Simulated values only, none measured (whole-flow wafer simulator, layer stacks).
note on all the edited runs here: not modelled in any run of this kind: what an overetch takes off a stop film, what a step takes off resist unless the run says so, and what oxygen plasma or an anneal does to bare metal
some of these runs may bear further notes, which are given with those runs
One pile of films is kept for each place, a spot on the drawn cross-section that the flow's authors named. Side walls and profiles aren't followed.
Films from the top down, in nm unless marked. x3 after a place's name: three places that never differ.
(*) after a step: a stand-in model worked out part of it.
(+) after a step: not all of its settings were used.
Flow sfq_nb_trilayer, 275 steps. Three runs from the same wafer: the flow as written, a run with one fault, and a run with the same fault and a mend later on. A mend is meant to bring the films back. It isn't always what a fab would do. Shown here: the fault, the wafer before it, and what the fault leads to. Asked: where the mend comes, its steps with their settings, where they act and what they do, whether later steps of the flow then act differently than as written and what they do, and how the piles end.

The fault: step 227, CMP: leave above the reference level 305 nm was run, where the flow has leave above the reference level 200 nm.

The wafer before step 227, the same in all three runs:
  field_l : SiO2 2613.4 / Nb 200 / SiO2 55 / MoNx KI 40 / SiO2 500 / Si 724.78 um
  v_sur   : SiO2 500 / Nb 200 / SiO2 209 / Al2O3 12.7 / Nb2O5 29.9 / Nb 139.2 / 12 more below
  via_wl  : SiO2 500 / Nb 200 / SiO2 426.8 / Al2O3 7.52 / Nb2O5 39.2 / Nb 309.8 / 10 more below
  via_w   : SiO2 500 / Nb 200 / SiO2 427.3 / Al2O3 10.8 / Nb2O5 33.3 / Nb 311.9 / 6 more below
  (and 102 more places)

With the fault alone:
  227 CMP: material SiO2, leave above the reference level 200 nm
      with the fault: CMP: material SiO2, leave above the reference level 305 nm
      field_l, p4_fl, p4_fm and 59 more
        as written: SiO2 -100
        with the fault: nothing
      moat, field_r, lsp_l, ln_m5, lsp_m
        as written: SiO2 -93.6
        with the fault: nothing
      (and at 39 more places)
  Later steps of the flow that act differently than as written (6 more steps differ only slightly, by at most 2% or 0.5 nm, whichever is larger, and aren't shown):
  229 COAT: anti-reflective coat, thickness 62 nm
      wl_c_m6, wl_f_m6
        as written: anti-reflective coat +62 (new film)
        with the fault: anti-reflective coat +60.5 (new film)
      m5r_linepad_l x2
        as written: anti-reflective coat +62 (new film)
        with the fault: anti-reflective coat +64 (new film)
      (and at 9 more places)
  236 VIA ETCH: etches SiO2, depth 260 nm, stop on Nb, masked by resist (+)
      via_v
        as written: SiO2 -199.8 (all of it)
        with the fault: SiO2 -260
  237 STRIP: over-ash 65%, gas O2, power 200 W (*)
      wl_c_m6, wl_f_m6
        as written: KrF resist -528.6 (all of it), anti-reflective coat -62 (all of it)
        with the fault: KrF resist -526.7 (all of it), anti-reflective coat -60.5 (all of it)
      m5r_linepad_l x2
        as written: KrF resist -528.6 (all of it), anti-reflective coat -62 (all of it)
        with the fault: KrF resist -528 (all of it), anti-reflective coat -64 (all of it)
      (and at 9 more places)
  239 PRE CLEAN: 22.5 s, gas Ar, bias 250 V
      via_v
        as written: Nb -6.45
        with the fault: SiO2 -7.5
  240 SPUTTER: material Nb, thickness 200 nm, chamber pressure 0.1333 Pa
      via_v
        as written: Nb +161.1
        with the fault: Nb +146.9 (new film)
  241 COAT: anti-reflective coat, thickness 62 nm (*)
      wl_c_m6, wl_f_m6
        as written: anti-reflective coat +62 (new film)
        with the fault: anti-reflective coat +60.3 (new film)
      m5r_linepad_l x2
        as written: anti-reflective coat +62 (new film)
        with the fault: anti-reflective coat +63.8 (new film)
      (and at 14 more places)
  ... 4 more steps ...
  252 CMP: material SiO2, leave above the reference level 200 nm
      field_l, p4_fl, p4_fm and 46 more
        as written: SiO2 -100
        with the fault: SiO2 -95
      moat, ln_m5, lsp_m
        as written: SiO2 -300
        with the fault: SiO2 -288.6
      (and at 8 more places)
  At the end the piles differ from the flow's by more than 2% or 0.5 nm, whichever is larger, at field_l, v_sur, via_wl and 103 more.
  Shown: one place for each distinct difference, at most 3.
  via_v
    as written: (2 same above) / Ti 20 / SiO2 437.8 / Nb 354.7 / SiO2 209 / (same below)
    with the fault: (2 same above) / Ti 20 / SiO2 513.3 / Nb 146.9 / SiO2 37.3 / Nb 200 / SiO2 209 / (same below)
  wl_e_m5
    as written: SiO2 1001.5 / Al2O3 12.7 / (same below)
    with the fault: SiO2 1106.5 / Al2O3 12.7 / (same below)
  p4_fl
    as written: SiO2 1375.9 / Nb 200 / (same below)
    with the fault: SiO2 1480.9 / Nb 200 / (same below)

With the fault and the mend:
  The mend comes after step 228.
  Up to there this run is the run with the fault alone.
  228a CMP: material SiO2, leave above the reference level 200 nm (the flow's step 227 once more)
      field_l, p4_fl, p4_fm and 59 more
        SiO2 -100
      v_sur, via_wl, via_w and 33 more
        SiO2 -105
      moat, field_r, lsp_l, ln_m5, lsp_m
        SiO2 -93.6
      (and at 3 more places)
  No later step of the flow acts differently than as written at any place that is followed.
  At the end the piles are the same as the flow's at every place that both follow.
